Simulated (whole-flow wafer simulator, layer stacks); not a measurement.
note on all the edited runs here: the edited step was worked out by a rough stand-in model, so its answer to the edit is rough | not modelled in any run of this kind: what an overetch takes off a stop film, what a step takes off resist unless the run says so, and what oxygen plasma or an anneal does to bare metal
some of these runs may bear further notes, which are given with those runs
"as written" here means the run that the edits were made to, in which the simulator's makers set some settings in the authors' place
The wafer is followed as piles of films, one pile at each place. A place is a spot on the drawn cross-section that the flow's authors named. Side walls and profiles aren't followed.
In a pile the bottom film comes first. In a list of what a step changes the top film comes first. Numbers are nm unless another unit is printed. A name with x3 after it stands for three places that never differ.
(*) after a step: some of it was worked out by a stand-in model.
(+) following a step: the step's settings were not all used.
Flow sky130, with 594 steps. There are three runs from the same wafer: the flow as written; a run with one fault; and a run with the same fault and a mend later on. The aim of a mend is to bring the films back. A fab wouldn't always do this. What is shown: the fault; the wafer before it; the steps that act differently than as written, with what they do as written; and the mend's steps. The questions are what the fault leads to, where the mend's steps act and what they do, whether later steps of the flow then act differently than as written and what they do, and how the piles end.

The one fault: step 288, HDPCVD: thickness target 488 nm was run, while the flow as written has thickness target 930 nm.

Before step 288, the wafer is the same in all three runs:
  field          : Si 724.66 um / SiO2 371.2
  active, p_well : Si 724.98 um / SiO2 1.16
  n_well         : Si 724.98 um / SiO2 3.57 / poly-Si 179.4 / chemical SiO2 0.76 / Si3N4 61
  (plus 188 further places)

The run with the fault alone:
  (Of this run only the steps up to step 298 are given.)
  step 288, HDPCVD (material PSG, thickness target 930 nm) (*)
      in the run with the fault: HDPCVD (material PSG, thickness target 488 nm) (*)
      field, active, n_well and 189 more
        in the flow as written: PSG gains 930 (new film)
        in the run with the fault: PSG gains 488 (new film)
  Steps later in the flow that act otherwise than as written (1 more step, not shown, differs only slightly: by at most 2% or 0.5 nm, whichever is larger):
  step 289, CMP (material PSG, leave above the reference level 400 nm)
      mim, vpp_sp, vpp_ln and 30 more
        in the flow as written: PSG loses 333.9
        in the run with the fault: nothing
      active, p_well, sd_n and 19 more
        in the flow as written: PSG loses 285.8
        in the run with the fault: nothing
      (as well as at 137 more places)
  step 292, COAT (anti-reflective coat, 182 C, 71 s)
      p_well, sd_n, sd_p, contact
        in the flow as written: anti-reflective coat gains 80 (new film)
        in the run with the fault: anti-reflective coat gains 126.5 (new film)
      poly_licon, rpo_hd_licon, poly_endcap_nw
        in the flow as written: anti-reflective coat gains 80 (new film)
        in the run with the fault: anti-reflective coat gains 51.4 (new film)
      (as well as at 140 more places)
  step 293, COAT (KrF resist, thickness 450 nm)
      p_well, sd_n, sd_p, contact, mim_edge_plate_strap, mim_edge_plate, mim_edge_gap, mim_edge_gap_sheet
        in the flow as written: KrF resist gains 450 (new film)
        in the run with the fault: KrF resist gains 469.7 (new film)
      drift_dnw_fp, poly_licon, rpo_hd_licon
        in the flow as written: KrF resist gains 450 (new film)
        in the run with the fault: KrF resist gains 410.7 (new film)
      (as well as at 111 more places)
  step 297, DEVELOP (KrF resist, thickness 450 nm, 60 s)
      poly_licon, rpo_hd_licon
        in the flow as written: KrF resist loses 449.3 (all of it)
        in the run with the fault: KrF resist loses 410.1 (all of it)
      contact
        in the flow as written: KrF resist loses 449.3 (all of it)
        in the run with the fault: KrF resist loses 469 (all of it)
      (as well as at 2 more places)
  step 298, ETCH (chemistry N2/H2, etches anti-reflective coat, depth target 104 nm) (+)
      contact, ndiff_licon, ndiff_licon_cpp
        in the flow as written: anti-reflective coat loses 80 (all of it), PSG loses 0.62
        in the run with the fault: anti-reflective coat loses 104
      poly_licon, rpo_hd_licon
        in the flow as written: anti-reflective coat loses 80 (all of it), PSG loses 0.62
        in the run with the fault: anti-reflective coat loses 51.4 (all of it), PSG loses 1.35
  After step 298, at field, active, n_well and 172 more, the piles differ from the flow's by more than 2% or 0.5 nm, whichever is larger.
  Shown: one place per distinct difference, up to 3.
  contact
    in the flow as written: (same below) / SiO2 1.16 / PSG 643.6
    in the run with the fault: (same below) / SiO2 1.16 / PSG 488 / anti-reflective coat 22.5
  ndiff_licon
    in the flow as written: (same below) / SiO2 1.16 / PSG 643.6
    in the run with the fault: (same below) / SiO2 1.16 / PSG 488 / anti-reflective coat 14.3
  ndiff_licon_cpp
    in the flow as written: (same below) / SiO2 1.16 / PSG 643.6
    in the run with the fault: (same below) / SiO2 1.16 / PSG 488 / anti-reflective coat 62

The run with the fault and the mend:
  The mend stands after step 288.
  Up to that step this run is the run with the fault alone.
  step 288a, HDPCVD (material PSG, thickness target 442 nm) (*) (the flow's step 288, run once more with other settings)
      field, active, n_well and 189 more
        PSG gains 442
  None of the later steps of the flow differs from how it acts as written, at any place that is followed, by more than 2% or 0.5 nm, whichever is larger.
  When the end is reached, the piles differ only a little from the flow's at the places that both follow, at most by 2% or 0.5 nm, whichever is larger.
